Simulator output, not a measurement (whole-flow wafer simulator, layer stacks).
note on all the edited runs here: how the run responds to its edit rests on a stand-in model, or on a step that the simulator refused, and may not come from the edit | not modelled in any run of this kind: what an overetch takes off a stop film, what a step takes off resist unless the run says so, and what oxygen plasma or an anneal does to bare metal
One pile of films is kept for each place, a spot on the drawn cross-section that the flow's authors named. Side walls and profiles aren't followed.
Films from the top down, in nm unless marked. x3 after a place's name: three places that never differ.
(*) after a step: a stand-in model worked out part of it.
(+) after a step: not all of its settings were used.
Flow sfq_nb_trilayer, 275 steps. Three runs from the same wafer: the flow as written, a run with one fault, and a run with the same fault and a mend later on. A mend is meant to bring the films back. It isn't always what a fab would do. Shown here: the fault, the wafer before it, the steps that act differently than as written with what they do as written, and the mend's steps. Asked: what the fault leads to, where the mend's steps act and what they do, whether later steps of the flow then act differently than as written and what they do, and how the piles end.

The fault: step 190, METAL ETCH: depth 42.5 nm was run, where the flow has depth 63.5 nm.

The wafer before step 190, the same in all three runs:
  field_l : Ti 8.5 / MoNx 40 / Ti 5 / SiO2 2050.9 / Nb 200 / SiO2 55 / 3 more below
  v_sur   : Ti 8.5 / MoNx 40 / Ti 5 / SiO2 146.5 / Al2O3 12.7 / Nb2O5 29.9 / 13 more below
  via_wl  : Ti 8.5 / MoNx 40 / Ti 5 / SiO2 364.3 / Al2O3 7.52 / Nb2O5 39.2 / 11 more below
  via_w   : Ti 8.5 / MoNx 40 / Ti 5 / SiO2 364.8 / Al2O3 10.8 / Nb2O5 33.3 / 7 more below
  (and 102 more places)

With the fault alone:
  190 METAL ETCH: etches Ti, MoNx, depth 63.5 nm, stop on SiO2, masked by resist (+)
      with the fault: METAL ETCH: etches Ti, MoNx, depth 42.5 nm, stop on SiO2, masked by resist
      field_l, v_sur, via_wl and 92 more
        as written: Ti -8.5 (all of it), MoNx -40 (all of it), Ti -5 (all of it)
        with the fault: Ti -8.5 (all of it), MoNx -34
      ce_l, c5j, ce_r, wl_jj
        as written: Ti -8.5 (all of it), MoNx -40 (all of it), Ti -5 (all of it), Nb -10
        with the fault: Ti -8.5 (all of it), MoNx -34
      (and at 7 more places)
  Later steps of the flow that act differently than as written (11 more steps differ only slightly, by at most 2% or 0.5 nm, whichever is larger, and aren't shown):
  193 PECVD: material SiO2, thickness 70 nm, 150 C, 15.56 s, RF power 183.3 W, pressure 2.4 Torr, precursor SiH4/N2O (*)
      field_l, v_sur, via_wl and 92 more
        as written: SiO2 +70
        with the fault: SiO2 +70 (new film)
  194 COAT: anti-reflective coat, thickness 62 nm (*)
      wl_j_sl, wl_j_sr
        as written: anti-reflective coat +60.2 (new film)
        with the fault: anti-reflective coat +62 (new film)
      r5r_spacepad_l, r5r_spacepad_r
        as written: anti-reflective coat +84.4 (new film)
        with the fault: anti-reflective coat +79.6 (new film)
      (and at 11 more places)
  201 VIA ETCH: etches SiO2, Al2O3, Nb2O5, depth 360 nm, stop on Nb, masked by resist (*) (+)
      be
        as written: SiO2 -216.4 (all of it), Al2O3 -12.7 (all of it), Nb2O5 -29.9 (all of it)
        with the fault: SiO2 -69.8 (all of it), MoNx -6 (all of it), Ti -5 (all of it), SiO2 -146.5 (all of it), Al2O3 -12.7 (all of it), Nb2O5 -29.9 (all of it)
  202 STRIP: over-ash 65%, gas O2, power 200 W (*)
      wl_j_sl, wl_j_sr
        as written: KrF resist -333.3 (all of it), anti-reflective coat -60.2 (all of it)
        with the fault: KrF resist -333.2 (all of it), anti-reflective coat -62 (all of it)
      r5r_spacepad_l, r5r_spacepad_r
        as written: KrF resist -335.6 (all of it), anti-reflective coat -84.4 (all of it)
        with the fault: KrF resist -335.1 (all of it), anti-reflective coat -79.6 (all of it)
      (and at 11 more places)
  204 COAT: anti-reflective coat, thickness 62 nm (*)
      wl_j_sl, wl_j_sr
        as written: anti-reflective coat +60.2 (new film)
        with the fault: anti-reflective coat +62 (new film)
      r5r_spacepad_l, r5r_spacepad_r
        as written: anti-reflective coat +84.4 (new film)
        with the fault: anti-reflective coat +79.6 (new film)
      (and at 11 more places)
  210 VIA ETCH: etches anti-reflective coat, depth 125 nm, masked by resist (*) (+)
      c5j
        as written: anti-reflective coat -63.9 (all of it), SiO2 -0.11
        with the fault: anti-reflective coat -61.3 (all of it), SiO2 -0.13
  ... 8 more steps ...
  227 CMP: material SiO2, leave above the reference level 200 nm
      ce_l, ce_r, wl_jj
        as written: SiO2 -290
        with the fault: SiO2 -300
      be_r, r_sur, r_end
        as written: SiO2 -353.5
        with the fault: SiO2 -342.5
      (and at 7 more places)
  At the end the piles differ from the flow's by more than 2% or 0.5 nm, whichever is larger, at field_l, v_sur, via_wl and 100 more.
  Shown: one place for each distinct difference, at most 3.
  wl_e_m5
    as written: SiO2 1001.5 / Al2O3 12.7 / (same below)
    with the fault: SiO2 855 / MoNx 6 / Ti 5 / SiO2 146.5 / Al2O3 12.7 / (same below)
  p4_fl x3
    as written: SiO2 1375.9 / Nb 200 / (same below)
    with the fault: SiO2 855 / MoNx 6 / Ti 5 / SiO2 520.9 / Nb 200 / (same below)
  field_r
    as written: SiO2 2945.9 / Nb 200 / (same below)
    with the fault: SiO2 855 / MoNx 6 / Ti 5 / SiO2 2090.9 / Nb 200 / (same below)

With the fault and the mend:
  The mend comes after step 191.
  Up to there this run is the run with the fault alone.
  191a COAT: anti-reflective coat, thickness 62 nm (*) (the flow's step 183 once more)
      p4_fl x3, p4_w1 x9, p4_g1 x2 and 57 more
        anti-reflective coat +62 (new film)
      field_l, v_sur, via_wl and 6 more
        anti-reflective coat +62.2 (new film)
      wire, be, lsp_m, ln_m6, lsp_r
        anti-reflective coat +62.3 (new film)
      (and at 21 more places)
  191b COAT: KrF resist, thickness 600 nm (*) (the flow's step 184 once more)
      p4_fl x3, p4_w1 x9, p4_g1 x2 and 57 more
        KrF resist +600 (new film)
      field_l, v_sur, via_wl, via_w
        KrF resist +600.5 (new film)
      via_wr, via_sp, l0v
        KrF resist +600.6 (new film)
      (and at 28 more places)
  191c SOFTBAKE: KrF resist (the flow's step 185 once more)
      changes no film at any place that is followed
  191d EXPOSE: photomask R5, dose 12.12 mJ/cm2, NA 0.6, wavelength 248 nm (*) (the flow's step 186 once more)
      changes no film at any place that is followed
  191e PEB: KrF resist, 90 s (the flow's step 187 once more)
      field_l, v_sur, via_wl and 76 more
        KrF resist -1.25
      via_v, wire, be and 14 more
        KrF resist -1.26
      c5j, ce_r, r5r_space_c
        KrF resist -1.27
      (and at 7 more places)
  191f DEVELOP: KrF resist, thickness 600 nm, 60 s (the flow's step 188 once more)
      p4_fl x3, p4_w1 x9, p4_g1 x2 and 57 more
        KrF resist -598.7 (all of it)
      be_r, r_sur, res, r_end, r5r_line_l, r5r_line_c, r5r_line_r
        KrF resist -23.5
      field_l, v_sur, via_wl
        KrF resist -599.2 (all of it)
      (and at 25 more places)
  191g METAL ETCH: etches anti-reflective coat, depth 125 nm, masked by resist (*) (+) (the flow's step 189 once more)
      p4_fl x3, p4_w1 x9, p4_g1 x2 and 57 more
        anti-reflective coat -62 (all of it)
      field_l, v_sur, via_wl and 6 more
        anti-reflective coat -62.2 (all of it)
      be_r, r_sur, res, r_end, r5r_line_l, r5r_line_c, r5r_line_r
        KrF resist -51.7
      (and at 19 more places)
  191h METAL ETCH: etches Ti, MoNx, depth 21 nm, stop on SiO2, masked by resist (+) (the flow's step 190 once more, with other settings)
      field_l, v_sur, via_wl and 92 more
        MoNx -6 (all of it), Ti -5 (all of it)
      be_r, r_sur, res, r_end, r5r_line_l, r5r_line_c, r5r_line_r
        KrF resist -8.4
      ce_l, c5j, ce_r, wl_jj
        MoNx -6 (all of it), Ti -5 (all of it), Nb -10
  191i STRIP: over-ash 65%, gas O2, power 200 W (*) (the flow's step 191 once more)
      r5r_line_l, r5r_line_c, r5r_line_r
        KrF resist -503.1 (all of it), anti-reflective coat -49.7 (all of it)
      be_r
        KrF resist -497.6 (all of it), anti-reflective coat -54.8 (all of it)
      r_sur
        KrF resist -497.5 (all of it), anti-reflective coat -58.2 (all of it)
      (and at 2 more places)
  No later step of the flow acts differently than as written at any place that is followed.
  At the end the piles are the same as the flow's at every place that both follow.
